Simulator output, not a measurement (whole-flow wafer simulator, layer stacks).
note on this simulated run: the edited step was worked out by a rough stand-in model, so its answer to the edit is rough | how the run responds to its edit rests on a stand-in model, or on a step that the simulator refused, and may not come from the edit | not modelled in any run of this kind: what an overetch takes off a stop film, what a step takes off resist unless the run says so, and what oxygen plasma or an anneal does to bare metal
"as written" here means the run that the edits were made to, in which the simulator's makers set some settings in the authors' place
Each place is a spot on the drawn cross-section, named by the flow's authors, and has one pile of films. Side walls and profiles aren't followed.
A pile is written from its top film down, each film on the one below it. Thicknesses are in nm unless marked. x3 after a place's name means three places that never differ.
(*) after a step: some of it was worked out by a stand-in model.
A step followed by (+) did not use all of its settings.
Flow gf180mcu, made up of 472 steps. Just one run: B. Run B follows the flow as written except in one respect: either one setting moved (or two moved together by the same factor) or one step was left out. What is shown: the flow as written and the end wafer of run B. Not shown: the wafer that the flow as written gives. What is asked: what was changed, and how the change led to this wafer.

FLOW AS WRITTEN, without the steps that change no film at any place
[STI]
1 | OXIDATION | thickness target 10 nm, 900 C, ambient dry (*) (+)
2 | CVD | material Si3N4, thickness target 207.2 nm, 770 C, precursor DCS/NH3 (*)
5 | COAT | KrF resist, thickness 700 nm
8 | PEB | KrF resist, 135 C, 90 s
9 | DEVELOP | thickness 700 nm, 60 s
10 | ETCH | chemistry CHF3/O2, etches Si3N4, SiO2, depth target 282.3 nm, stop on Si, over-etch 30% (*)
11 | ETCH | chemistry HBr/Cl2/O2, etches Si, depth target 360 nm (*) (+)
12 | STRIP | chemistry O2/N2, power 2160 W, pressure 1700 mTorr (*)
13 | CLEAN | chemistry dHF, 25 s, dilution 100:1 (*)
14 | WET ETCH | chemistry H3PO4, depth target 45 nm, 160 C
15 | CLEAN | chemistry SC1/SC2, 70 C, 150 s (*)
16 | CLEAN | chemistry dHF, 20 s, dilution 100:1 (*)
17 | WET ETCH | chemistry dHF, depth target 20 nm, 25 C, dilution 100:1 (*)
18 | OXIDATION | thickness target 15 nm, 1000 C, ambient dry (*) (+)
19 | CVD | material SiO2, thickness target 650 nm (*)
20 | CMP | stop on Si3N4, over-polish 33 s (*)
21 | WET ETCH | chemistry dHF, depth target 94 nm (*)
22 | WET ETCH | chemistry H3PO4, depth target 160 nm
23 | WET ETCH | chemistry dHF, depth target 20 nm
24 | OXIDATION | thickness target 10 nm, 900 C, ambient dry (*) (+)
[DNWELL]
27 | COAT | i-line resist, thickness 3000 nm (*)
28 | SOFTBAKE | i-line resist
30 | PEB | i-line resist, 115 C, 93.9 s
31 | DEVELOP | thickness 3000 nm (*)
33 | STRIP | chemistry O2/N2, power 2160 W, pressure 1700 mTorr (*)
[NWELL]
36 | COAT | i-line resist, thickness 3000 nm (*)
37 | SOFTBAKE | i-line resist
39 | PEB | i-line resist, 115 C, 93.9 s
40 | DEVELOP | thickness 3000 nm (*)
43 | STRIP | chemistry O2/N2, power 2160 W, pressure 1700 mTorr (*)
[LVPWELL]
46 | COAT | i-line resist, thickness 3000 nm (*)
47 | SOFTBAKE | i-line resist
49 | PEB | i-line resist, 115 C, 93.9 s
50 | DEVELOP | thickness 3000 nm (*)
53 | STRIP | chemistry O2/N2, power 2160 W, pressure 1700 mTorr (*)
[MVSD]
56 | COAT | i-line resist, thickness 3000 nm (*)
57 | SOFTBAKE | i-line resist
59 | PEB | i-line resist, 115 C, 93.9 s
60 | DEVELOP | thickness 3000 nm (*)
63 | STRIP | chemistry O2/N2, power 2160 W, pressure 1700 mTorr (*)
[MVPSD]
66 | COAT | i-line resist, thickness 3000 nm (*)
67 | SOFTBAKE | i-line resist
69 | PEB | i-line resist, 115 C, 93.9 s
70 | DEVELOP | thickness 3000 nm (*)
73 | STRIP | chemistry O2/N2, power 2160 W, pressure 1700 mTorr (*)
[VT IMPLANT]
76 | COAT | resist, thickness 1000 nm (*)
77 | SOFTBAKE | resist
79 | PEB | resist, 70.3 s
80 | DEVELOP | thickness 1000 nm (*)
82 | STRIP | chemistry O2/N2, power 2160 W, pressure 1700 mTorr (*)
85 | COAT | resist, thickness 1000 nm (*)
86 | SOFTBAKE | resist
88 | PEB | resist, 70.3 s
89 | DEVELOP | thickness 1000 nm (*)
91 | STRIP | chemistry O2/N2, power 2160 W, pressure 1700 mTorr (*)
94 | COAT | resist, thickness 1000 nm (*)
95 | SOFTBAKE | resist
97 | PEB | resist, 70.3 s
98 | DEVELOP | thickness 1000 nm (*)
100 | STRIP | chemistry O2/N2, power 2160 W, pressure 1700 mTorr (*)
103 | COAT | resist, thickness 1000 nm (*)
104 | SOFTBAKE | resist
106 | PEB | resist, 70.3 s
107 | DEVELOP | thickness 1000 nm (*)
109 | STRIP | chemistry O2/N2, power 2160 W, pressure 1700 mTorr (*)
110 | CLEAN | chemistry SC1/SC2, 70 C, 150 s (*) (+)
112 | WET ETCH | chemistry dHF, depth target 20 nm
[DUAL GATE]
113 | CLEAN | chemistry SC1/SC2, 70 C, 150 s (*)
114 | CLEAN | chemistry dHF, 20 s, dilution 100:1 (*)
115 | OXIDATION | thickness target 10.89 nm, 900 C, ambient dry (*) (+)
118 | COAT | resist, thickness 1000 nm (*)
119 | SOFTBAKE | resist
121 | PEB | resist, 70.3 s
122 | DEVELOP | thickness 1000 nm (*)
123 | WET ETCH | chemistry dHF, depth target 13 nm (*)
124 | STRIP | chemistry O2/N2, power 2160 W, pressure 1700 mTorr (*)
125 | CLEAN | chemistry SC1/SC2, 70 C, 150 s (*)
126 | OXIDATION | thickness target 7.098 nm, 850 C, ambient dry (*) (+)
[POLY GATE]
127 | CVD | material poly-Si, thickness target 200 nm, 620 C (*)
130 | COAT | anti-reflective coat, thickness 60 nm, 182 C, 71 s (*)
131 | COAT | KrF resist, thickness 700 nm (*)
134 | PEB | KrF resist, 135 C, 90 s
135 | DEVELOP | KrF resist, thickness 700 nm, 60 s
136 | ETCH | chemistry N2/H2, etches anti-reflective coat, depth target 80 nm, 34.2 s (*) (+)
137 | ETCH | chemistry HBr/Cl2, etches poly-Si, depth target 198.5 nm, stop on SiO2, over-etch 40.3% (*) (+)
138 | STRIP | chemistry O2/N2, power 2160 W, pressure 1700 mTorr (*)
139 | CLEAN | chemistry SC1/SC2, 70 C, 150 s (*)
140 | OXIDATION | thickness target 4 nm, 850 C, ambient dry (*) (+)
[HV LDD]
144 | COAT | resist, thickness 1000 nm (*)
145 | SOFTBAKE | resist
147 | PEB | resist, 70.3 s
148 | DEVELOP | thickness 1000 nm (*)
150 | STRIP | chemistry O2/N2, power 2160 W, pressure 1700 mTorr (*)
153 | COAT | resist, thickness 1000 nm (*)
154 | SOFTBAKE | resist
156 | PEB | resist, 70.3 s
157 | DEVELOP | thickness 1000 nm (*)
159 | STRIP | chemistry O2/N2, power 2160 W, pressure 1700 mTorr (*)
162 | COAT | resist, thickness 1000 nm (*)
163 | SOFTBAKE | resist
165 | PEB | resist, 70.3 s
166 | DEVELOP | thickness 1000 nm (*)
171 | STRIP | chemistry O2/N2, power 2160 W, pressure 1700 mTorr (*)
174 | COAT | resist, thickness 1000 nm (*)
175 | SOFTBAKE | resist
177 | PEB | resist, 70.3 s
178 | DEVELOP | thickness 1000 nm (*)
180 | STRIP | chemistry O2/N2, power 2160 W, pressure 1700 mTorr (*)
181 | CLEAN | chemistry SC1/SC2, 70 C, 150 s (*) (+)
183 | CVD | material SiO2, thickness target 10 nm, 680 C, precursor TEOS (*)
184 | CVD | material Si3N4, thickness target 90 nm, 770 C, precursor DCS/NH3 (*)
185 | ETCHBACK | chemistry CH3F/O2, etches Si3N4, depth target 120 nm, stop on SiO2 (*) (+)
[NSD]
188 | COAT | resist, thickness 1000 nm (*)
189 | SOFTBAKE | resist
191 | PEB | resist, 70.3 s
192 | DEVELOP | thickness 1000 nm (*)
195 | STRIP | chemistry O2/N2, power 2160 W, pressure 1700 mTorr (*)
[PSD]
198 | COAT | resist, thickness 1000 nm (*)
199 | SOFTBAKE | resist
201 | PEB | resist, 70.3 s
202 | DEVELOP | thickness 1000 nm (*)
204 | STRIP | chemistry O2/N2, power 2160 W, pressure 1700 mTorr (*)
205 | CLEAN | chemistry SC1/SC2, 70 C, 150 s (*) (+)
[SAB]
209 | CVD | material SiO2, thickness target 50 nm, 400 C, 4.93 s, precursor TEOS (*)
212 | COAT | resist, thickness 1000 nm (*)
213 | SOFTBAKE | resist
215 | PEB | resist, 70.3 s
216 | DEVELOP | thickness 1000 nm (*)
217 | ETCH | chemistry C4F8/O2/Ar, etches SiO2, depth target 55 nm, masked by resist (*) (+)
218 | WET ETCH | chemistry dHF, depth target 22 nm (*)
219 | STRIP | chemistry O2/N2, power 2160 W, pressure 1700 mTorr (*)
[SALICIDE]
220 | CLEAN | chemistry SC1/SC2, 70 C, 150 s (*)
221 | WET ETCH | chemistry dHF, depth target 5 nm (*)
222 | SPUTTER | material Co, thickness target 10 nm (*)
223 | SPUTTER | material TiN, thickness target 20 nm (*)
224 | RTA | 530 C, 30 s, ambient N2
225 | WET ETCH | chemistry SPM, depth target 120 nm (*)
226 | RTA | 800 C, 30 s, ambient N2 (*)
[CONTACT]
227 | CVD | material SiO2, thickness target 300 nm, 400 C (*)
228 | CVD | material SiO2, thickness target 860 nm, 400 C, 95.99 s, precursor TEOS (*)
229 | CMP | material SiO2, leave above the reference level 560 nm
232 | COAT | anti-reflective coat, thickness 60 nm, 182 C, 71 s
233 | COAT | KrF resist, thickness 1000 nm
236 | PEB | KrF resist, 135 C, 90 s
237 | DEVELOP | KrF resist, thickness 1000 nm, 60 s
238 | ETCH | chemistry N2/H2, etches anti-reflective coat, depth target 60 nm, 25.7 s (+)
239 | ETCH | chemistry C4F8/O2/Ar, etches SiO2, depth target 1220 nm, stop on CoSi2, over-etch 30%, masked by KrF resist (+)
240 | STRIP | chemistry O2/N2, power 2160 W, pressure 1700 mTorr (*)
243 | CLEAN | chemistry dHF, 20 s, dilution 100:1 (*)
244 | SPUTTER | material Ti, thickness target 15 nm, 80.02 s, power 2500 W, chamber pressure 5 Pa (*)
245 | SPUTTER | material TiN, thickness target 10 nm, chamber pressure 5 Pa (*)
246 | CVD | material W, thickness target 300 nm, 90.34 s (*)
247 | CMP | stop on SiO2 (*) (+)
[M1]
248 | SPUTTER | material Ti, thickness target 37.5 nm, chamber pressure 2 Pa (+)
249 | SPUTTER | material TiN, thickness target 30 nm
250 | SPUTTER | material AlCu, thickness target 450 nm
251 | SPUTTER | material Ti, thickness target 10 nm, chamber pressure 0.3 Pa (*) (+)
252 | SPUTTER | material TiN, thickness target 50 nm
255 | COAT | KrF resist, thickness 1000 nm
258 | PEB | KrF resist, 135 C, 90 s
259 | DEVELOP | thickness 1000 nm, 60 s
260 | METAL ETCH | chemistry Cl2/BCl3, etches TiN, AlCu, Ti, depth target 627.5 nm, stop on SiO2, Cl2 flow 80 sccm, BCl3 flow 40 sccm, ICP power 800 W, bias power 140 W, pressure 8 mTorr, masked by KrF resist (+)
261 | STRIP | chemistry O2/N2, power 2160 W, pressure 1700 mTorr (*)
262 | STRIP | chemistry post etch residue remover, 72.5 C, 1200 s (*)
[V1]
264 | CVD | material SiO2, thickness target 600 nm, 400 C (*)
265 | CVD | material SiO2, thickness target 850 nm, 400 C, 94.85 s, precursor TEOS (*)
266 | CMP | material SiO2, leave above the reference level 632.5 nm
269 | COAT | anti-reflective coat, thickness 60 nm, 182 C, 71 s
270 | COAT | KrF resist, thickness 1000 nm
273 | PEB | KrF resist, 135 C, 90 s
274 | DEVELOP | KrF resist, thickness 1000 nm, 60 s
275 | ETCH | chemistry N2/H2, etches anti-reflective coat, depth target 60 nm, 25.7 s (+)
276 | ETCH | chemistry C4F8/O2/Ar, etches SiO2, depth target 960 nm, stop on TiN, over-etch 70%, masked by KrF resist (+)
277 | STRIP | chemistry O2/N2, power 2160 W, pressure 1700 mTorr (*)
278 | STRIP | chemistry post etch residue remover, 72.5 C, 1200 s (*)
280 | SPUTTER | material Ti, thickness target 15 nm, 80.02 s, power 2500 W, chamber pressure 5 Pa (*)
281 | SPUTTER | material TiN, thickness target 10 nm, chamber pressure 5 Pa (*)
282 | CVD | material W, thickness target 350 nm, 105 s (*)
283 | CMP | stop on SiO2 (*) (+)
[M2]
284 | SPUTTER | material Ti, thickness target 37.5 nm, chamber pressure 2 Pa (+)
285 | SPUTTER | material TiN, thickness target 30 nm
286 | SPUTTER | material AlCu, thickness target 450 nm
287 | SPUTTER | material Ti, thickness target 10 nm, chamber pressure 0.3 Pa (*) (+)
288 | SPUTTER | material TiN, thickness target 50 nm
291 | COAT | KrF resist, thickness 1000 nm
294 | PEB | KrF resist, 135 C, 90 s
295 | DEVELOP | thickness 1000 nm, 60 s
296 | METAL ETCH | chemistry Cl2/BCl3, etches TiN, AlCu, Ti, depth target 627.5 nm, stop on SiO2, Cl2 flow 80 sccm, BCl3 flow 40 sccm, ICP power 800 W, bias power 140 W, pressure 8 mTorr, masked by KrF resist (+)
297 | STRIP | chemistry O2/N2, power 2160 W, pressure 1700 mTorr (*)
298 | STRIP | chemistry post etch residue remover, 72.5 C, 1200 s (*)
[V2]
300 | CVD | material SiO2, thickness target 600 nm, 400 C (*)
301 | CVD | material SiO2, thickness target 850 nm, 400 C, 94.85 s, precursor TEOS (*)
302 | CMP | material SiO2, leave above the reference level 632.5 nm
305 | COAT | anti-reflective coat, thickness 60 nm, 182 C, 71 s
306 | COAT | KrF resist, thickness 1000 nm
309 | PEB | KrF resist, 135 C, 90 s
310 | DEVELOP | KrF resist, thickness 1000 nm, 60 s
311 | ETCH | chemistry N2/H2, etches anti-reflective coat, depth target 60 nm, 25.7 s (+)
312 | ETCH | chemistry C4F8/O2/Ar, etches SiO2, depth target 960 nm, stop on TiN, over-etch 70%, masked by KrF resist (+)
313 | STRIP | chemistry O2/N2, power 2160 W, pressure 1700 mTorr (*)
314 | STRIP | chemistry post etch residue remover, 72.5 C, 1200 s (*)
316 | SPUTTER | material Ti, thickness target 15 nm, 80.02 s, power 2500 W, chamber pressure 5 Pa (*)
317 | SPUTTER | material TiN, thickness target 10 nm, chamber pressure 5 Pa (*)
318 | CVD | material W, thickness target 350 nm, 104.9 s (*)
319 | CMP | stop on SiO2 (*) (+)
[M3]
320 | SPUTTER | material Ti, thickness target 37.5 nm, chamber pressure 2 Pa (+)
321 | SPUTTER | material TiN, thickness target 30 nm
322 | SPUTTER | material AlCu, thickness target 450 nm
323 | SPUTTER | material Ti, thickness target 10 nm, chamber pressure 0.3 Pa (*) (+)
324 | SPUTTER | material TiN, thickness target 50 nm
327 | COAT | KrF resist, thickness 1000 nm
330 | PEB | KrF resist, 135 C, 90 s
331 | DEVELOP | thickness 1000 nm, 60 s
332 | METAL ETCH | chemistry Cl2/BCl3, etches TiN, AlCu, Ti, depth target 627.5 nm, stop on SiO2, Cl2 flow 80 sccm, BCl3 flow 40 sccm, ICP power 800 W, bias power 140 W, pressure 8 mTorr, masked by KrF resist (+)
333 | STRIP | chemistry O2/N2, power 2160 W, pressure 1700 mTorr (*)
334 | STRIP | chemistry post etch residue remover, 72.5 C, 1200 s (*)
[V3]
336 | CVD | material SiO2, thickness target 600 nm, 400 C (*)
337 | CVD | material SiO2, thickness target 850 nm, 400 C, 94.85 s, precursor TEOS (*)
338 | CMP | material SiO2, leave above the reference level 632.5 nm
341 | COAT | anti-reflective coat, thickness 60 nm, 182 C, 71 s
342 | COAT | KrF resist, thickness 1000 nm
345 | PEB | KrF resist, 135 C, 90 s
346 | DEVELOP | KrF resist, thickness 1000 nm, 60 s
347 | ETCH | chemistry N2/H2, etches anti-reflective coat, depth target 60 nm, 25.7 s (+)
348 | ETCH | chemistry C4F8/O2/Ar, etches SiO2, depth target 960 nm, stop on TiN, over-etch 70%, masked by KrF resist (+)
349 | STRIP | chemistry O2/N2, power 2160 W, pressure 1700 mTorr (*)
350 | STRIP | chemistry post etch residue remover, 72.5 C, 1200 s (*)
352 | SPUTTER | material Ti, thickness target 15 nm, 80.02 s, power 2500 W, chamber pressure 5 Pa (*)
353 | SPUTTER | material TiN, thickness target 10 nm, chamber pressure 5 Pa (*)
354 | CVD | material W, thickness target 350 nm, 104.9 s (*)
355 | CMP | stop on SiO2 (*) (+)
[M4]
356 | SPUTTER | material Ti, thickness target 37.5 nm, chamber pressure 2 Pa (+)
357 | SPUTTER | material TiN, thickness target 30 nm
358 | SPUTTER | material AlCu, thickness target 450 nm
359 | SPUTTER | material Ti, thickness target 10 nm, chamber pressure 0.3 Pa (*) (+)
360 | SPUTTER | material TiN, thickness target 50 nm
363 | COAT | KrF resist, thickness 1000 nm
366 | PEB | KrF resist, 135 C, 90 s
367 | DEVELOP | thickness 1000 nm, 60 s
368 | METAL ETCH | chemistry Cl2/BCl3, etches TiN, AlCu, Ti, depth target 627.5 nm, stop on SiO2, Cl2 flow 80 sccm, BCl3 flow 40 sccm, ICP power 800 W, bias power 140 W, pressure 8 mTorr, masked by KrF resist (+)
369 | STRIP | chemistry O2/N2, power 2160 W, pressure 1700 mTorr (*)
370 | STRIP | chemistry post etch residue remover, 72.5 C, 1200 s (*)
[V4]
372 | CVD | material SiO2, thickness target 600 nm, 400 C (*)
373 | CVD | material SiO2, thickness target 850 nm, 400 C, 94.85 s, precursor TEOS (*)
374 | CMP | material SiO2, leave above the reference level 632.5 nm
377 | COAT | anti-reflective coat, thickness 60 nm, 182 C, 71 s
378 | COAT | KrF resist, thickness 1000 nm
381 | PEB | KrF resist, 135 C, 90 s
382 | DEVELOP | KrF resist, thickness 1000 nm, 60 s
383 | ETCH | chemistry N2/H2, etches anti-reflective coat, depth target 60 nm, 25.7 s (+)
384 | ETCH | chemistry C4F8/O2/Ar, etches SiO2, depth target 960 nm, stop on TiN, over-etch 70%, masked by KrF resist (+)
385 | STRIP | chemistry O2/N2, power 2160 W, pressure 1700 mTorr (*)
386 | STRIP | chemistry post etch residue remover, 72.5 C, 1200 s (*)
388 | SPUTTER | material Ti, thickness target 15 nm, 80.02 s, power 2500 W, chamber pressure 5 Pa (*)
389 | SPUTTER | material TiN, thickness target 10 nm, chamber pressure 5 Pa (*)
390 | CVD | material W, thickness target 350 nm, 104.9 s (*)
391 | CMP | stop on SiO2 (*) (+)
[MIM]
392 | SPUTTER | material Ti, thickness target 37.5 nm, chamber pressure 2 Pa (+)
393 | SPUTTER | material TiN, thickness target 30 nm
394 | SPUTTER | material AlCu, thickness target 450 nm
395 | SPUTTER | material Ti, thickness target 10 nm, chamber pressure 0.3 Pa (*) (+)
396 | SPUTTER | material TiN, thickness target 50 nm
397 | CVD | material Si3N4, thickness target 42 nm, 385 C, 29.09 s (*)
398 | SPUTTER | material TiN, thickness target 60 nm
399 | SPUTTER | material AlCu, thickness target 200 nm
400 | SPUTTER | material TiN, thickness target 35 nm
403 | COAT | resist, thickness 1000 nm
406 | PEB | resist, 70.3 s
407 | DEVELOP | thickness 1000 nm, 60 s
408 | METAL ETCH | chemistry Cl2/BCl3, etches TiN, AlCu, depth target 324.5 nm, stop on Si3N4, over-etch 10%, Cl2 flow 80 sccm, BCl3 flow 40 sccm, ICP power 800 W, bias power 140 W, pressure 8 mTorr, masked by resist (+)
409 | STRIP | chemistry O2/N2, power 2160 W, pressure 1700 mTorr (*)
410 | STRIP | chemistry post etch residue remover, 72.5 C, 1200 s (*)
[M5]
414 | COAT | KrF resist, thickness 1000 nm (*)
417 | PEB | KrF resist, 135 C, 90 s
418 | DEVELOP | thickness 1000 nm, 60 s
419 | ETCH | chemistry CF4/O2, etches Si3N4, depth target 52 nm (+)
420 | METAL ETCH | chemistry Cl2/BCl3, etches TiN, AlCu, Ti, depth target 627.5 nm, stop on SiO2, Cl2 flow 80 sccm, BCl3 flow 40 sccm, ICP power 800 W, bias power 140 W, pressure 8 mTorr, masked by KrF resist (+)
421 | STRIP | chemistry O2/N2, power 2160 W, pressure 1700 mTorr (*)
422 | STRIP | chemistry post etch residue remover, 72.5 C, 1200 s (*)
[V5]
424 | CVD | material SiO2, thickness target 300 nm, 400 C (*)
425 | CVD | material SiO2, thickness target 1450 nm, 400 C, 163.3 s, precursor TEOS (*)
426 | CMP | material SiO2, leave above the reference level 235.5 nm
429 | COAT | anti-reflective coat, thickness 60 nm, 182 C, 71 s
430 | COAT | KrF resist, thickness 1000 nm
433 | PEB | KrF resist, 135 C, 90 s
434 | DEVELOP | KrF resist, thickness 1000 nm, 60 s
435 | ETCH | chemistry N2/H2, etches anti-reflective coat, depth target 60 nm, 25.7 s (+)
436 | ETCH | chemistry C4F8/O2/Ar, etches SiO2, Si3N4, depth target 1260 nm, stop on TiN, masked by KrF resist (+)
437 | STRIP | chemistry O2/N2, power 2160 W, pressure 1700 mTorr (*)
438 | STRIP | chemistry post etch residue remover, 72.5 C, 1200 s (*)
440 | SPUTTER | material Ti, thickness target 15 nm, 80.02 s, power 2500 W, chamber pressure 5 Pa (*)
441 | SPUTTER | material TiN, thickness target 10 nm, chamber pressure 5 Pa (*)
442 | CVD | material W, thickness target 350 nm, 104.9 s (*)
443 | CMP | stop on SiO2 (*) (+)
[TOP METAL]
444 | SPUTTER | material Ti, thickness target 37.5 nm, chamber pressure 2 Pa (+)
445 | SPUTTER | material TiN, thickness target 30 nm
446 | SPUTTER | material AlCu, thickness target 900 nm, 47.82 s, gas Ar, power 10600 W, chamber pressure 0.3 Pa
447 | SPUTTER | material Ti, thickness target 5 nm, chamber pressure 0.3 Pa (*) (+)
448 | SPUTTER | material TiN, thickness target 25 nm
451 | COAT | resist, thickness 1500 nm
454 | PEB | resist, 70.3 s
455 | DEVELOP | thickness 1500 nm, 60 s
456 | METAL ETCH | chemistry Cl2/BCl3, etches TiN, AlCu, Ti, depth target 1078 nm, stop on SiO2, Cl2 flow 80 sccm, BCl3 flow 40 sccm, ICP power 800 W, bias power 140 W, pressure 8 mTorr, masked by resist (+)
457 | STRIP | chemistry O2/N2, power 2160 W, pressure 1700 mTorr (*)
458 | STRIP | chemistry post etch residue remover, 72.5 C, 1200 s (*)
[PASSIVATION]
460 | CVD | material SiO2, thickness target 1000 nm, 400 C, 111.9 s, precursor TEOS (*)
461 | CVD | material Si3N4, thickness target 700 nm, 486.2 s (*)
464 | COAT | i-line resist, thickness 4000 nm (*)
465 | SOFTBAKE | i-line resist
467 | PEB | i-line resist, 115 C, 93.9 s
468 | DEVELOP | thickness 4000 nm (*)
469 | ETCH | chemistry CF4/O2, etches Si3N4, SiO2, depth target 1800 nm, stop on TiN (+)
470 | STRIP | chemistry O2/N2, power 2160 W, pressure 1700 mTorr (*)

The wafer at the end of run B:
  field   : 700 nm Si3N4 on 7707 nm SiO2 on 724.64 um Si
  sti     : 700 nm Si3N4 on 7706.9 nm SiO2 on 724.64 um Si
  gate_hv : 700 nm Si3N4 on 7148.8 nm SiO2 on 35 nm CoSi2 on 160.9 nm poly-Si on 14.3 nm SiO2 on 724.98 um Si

The reason: step 460, CVD: thickness target 470 nm was run, though the flow has thickness target 1000 nm; step 460, CVD: 52.61 s was run, where the flow has 111.9 s.

Step by step, how the change led to this:
  460 | CVD | material SiO2, thickness target 1000 nm, 400 C, 111.9 s, precursor TEOS (*)
      field, field__w1, field__w2 and 103 more: SiO2 gains 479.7 (as written it would have been: SiO2 gains 1000)
      field__w8, contact, m1, m1__w1, pad, m1_nw: SiO2 gains 479.7 (new film) (as written it would have been: SiO2 gains 1000 (new film))
  465 | SOFTBAKE | i-line resist
      gate: i-line resist loses 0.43 (as written it would have been: i-line resist gains 1.79)
      ld_acc_p, ld_fp_p, ld_drift_p: i-line resist gains 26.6 (as written it would have been: i-line resist gains 33.8)
      (and at 57 other places as well)
  469 | ETCH | chemistry CF4/O2, etches Si3N4, SiO2, depth target 1800 nm, stop on TiN (+)
      pad: Si3N4 loses 700 (all of it), SiO2 loses 479.7 (all of it) (as written it would have been: Si3N4 loses 700 (all of it), SiO2 loses 1000 (all of it))
